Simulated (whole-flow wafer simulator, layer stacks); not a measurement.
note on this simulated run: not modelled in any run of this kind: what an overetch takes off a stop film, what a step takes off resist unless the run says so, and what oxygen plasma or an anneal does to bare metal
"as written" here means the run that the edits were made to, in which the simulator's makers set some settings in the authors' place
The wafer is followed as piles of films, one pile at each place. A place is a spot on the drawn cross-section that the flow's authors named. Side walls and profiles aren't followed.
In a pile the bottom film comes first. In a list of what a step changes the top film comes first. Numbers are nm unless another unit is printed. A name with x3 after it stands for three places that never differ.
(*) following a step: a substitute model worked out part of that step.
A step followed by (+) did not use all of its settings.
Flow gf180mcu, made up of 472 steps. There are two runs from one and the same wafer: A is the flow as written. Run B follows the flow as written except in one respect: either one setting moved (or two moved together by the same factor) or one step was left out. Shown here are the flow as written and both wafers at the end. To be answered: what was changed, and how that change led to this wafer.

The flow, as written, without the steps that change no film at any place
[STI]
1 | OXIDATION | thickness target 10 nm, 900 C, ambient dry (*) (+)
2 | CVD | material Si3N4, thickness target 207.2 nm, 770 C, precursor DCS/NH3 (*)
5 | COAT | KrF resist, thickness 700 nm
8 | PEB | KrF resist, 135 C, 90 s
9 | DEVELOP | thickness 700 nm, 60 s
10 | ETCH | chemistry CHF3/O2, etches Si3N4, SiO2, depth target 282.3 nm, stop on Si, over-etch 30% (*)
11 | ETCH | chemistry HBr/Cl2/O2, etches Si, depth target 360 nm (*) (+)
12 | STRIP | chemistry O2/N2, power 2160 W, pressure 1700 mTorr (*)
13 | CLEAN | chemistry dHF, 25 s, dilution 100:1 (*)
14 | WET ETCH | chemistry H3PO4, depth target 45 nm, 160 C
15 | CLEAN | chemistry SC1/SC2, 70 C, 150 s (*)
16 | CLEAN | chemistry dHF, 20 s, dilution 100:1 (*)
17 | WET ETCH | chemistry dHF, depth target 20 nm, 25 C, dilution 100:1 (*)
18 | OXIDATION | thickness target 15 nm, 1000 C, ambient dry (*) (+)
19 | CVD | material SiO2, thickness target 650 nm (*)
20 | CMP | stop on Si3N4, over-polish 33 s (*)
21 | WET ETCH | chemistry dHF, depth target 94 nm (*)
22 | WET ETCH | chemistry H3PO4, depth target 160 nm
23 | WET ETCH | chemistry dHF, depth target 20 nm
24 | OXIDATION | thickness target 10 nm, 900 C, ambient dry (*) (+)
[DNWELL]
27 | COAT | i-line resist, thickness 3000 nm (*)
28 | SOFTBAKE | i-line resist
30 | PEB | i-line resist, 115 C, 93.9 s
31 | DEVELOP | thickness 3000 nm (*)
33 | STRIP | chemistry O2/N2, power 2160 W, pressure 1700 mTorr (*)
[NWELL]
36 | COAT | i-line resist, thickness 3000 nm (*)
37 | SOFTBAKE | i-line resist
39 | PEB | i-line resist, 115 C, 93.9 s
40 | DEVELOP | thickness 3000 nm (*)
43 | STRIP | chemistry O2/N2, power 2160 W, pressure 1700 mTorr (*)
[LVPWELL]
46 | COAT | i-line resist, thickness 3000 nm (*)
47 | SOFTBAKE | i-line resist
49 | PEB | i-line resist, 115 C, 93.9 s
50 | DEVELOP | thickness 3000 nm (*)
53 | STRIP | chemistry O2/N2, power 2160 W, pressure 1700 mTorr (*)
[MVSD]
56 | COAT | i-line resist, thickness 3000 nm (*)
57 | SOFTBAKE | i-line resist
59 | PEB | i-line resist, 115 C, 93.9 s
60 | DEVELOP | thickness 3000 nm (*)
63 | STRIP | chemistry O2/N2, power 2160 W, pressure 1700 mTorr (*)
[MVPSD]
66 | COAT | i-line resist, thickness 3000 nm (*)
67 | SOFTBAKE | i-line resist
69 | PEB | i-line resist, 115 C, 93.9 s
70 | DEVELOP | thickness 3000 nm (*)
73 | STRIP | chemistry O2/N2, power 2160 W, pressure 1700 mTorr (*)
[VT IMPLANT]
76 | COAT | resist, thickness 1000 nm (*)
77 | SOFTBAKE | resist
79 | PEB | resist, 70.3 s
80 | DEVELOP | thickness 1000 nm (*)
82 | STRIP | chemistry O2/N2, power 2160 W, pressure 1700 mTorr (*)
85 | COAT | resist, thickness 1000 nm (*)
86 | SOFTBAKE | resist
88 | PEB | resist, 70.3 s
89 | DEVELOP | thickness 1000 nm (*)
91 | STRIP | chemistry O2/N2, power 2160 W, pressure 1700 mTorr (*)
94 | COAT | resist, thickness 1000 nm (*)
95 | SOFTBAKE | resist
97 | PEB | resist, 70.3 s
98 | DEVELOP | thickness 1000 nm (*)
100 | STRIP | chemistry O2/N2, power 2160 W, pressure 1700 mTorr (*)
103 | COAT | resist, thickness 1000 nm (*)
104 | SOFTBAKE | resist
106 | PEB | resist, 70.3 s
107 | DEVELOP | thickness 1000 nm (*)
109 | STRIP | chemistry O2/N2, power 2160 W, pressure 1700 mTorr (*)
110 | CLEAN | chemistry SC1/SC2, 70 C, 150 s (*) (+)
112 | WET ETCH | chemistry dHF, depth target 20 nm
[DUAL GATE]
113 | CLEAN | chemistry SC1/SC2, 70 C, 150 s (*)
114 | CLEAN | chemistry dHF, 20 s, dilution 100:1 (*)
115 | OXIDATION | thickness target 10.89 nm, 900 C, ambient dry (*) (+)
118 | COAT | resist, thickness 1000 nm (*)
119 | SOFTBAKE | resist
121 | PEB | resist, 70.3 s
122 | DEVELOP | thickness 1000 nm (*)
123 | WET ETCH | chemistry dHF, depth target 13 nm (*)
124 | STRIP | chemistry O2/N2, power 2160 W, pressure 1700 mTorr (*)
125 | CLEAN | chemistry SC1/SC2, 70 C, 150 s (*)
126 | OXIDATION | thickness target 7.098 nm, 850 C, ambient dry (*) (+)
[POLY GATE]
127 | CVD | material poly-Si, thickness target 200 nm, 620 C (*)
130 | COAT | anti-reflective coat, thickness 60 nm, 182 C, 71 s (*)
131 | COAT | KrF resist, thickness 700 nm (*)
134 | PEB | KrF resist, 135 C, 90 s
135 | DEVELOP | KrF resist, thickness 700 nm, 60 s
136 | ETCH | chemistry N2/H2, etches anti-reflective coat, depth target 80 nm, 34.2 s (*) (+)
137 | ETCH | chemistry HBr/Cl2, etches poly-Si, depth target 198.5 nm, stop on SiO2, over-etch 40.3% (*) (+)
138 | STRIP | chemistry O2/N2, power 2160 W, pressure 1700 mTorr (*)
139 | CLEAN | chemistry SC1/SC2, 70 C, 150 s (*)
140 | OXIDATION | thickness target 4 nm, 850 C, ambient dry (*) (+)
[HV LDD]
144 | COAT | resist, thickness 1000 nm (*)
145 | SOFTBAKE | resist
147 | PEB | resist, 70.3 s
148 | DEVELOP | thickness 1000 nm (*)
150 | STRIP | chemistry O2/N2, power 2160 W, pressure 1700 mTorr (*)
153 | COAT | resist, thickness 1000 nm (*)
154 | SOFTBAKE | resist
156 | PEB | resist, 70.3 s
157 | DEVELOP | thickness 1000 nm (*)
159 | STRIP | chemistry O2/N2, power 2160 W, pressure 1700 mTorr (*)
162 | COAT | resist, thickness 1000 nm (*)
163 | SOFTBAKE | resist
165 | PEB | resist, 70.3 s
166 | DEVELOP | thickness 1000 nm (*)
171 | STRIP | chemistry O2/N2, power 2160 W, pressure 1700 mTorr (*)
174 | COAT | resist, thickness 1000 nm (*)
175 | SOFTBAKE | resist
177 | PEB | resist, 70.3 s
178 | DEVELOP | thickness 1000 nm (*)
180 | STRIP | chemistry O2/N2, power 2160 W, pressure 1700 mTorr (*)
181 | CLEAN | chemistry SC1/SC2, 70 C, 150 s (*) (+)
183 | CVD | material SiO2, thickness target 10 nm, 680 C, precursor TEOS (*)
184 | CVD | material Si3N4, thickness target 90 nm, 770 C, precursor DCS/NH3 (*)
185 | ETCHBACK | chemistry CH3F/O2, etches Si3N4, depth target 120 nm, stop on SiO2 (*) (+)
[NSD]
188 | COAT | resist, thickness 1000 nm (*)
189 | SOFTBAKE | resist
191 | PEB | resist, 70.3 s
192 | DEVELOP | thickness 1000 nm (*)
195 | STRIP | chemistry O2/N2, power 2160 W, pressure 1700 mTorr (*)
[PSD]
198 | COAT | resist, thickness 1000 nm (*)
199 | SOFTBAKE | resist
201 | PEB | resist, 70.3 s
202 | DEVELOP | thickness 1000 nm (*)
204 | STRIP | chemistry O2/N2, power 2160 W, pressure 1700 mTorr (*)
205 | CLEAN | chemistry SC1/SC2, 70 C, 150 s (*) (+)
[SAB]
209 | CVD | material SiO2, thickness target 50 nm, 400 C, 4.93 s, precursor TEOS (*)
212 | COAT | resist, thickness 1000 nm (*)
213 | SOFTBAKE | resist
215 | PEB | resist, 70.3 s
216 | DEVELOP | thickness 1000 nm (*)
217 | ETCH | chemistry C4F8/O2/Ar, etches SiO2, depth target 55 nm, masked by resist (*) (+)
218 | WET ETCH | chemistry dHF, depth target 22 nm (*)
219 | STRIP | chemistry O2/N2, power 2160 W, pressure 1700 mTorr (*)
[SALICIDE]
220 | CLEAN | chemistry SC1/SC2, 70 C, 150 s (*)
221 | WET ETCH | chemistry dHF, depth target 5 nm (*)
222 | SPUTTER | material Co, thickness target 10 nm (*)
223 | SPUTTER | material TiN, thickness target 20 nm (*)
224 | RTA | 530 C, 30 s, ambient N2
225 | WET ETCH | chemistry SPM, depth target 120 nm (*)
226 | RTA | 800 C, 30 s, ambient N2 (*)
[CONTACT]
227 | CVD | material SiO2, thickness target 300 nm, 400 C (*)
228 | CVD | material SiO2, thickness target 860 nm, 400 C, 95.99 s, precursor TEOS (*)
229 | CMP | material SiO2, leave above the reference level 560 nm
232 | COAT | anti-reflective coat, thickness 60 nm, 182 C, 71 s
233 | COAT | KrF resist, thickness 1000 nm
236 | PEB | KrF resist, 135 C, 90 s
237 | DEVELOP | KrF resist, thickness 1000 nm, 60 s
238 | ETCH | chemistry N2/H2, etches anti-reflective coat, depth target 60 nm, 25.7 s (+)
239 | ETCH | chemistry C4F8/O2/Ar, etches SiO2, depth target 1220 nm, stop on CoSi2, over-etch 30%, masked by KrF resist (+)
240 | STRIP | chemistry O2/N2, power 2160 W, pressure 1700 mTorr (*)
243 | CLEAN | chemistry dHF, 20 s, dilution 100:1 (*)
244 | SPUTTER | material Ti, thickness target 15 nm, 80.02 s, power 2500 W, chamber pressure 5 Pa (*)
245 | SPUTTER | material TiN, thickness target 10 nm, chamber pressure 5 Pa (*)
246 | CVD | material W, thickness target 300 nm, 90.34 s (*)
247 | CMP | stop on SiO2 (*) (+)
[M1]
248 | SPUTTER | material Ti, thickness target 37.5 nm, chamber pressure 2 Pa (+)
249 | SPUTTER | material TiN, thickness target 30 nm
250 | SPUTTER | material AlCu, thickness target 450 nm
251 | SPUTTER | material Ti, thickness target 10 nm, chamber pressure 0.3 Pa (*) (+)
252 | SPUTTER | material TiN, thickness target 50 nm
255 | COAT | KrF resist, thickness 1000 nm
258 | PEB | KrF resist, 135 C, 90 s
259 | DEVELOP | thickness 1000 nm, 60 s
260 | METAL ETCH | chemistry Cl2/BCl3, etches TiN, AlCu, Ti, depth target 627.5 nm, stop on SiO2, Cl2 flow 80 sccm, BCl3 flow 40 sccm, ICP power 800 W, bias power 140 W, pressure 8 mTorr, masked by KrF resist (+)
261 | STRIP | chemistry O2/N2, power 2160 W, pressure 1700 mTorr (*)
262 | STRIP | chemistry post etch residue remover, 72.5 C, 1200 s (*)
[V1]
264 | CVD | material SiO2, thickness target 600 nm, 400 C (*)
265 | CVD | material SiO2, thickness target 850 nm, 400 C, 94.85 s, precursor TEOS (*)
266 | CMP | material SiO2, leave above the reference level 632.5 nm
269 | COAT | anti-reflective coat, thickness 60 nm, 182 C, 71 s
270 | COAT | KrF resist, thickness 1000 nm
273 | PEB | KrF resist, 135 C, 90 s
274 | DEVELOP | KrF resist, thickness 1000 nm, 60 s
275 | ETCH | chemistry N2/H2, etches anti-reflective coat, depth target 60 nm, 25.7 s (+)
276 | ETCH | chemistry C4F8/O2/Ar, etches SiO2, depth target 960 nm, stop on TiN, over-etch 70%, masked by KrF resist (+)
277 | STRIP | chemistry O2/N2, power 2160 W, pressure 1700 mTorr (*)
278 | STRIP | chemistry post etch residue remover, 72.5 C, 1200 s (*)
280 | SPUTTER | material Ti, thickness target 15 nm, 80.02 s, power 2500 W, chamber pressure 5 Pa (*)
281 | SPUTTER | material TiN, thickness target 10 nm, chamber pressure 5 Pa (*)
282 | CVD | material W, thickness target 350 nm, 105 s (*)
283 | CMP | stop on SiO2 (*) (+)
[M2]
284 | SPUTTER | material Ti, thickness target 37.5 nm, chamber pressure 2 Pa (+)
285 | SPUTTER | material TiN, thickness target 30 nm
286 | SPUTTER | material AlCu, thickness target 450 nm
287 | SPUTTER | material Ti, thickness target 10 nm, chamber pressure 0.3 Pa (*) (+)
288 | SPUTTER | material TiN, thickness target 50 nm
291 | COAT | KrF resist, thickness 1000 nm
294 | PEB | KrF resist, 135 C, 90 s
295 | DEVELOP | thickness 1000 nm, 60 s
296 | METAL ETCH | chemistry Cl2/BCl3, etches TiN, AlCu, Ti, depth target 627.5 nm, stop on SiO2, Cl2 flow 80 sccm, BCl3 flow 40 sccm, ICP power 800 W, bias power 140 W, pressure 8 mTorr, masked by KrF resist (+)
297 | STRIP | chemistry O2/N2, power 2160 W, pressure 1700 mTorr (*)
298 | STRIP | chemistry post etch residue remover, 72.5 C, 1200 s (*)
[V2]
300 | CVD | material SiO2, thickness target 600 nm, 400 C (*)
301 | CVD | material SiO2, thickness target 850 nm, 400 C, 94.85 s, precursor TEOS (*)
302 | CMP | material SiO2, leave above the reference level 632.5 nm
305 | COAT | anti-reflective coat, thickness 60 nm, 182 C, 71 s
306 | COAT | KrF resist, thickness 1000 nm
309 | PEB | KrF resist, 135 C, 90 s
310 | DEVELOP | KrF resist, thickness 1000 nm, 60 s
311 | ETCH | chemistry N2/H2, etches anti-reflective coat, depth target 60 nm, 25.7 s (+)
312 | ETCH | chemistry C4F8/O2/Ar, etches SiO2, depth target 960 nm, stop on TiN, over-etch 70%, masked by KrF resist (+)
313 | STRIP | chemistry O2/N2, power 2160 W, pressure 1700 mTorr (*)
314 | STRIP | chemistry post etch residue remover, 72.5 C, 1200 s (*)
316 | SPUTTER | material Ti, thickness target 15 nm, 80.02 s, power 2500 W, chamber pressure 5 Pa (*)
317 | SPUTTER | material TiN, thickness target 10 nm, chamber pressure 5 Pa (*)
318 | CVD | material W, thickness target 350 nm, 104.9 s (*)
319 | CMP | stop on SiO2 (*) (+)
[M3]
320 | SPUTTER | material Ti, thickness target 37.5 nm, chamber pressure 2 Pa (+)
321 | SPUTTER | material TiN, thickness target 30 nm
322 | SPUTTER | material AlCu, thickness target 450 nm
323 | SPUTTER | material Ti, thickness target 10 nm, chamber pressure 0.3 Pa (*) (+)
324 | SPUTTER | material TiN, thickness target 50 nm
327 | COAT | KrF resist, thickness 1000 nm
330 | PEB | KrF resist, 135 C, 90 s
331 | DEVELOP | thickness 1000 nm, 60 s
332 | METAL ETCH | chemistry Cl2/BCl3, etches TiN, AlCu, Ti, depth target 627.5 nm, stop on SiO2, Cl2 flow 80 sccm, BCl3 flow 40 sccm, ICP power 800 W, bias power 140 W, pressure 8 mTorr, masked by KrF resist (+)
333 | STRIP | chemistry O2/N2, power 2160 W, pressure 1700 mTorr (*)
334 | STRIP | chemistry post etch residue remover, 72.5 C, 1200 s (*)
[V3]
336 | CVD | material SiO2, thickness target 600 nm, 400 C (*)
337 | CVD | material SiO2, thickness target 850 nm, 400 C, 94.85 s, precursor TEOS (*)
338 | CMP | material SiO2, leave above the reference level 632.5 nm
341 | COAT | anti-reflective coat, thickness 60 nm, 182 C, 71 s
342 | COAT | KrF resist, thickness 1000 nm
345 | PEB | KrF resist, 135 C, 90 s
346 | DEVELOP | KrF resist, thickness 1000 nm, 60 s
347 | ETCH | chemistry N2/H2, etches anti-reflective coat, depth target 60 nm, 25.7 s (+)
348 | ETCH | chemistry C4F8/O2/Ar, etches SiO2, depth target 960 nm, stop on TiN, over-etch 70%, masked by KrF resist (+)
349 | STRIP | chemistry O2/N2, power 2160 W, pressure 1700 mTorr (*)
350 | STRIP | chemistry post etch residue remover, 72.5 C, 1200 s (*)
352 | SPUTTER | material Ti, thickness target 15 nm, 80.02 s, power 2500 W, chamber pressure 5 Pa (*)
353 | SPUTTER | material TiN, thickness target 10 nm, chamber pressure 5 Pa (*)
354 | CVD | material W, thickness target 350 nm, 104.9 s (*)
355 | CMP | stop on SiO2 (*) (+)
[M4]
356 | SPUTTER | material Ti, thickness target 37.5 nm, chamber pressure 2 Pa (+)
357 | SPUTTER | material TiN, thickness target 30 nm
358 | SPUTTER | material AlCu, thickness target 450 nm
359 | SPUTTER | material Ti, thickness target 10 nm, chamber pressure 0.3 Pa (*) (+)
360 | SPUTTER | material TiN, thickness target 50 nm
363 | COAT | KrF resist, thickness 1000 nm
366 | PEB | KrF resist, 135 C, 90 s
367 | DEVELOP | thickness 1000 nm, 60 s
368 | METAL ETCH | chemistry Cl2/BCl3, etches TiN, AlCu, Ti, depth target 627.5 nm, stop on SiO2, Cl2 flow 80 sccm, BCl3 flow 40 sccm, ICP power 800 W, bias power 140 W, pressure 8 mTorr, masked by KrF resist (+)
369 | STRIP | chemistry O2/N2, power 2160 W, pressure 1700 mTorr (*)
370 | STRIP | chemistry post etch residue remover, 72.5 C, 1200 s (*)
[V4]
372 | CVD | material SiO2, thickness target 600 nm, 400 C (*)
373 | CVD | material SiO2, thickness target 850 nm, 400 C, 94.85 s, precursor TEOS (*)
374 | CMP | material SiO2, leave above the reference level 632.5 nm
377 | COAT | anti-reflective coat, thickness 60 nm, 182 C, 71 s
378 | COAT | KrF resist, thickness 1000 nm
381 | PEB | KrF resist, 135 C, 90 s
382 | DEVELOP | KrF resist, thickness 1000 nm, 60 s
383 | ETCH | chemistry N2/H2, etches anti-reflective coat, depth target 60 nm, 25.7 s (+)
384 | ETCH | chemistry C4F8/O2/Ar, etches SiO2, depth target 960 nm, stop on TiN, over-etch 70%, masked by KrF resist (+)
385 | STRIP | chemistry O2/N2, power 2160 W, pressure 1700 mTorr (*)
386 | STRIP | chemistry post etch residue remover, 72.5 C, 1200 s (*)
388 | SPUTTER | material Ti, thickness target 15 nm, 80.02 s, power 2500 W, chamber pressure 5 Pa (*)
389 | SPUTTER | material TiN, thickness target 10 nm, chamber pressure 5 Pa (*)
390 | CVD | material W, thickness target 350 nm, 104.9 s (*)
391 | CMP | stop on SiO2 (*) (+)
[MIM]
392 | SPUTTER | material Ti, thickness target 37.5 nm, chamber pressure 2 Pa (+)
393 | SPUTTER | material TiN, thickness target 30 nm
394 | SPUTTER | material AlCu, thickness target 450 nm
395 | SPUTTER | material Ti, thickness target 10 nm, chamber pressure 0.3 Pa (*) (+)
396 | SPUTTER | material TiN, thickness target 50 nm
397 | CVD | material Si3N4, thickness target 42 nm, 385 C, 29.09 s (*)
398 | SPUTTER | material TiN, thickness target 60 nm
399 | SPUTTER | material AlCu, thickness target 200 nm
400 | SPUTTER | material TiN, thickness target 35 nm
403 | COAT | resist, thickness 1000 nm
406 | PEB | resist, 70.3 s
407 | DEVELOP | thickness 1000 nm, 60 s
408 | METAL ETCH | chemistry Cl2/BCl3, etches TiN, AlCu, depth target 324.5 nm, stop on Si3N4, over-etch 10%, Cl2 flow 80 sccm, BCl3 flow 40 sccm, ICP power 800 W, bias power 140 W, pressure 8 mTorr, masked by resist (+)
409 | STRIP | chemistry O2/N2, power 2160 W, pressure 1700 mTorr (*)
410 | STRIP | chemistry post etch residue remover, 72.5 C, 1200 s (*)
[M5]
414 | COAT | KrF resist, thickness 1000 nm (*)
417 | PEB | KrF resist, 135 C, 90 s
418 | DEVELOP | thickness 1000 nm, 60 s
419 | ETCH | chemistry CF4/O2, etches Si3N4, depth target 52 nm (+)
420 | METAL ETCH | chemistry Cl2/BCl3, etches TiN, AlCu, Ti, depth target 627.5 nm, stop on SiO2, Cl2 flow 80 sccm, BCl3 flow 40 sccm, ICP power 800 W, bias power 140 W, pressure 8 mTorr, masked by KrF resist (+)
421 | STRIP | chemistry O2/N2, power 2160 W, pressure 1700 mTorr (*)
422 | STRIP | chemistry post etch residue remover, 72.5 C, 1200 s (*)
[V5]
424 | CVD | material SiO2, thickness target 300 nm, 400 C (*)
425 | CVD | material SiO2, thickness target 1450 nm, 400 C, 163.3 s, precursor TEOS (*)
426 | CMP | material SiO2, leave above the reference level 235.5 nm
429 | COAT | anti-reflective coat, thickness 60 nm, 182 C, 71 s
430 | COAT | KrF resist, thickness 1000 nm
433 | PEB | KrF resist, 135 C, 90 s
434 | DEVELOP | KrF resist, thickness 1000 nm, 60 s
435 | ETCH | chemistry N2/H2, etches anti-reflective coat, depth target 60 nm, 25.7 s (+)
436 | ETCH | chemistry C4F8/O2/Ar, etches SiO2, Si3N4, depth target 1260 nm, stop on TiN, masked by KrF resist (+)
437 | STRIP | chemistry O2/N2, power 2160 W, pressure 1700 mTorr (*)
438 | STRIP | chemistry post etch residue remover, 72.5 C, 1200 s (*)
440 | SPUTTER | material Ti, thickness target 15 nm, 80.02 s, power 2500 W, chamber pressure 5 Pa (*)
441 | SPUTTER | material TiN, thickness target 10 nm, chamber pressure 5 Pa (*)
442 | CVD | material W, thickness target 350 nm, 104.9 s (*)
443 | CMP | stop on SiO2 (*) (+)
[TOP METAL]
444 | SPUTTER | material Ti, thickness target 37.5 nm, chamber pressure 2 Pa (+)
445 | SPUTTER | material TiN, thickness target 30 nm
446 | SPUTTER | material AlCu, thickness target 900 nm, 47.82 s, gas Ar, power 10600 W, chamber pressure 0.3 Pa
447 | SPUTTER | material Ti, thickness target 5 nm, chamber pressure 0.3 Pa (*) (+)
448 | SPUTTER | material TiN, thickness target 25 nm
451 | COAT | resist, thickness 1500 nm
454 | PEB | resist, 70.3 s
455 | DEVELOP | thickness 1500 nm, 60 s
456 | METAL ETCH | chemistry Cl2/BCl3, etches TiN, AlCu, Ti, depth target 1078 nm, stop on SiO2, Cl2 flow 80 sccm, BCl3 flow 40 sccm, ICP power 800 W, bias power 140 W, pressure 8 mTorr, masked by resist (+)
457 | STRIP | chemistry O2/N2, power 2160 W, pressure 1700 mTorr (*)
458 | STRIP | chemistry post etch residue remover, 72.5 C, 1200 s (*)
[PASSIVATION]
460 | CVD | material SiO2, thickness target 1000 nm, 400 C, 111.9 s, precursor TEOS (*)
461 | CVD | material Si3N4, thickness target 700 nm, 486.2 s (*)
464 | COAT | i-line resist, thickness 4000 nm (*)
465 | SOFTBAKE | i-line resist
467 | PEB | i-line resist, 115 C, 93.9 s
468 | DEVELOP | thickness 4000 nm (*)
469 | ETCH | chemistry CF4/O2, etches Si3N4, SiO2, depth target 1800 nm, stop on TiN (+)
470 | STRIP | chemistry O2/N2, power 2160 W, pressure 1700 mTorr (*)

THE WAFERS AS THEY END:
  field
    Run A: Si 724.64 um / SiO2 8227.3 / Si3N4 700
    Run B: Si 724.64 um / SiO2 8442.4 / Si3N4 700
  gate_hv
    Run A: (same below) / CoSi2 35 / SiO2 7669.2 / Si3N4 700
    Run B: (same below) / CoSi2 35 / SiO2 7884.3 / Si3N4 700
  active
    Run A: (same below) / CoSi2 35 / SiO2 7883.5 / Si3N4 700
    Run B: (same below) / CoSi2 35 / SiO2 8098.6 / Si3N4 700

The reason: step 338, CMP: leave above the reference level 847.6 nm was run, while the flow as written has leave above the reference level 632.5 nm.

How this came from the change, step by step:
  338 | CMP | material SiO2, leave above the reference level 632.5 nm
      field, field__w1, field__w2 and 103 more: A SiO2 loses 300 | B SiO2 loses 84.9
      field__w8, contact, m1, m1__w1, m1_nw: A SiO2 loses 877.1 | B SiO2 loses 662
  348 | ETCH | chemistry C4F8/O2/Ar, etches SiO2, depth target 960 nm, stop on TiN, over-etch 70%, masked by KrF resist (+)
      contact: A SiO2 loses 572.5 (all of it) | B SiO2 loses 787.6 (all of it)
  352 | SPUTTER | material Ti, thickness target 15 nm, 80.02 s, power 2500 W, chamber pressure 5 Pa (*)
      contact: A Ti gains 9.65 (new film) | B Ti gains 8.52 (new film)
  353 | SPUTTER | material TiN, thickness target 10 nm, chamber pressure 5 Pa (*)
      contact: A TiN gains 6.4 (new film) | B TiN gains 5.65 (new film)
  354 | CVD | material W, thickness target 350 nm, 104.9 s (*)
      contact: A W gains 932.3 (new film) | B W gains 1149.3 (new film)
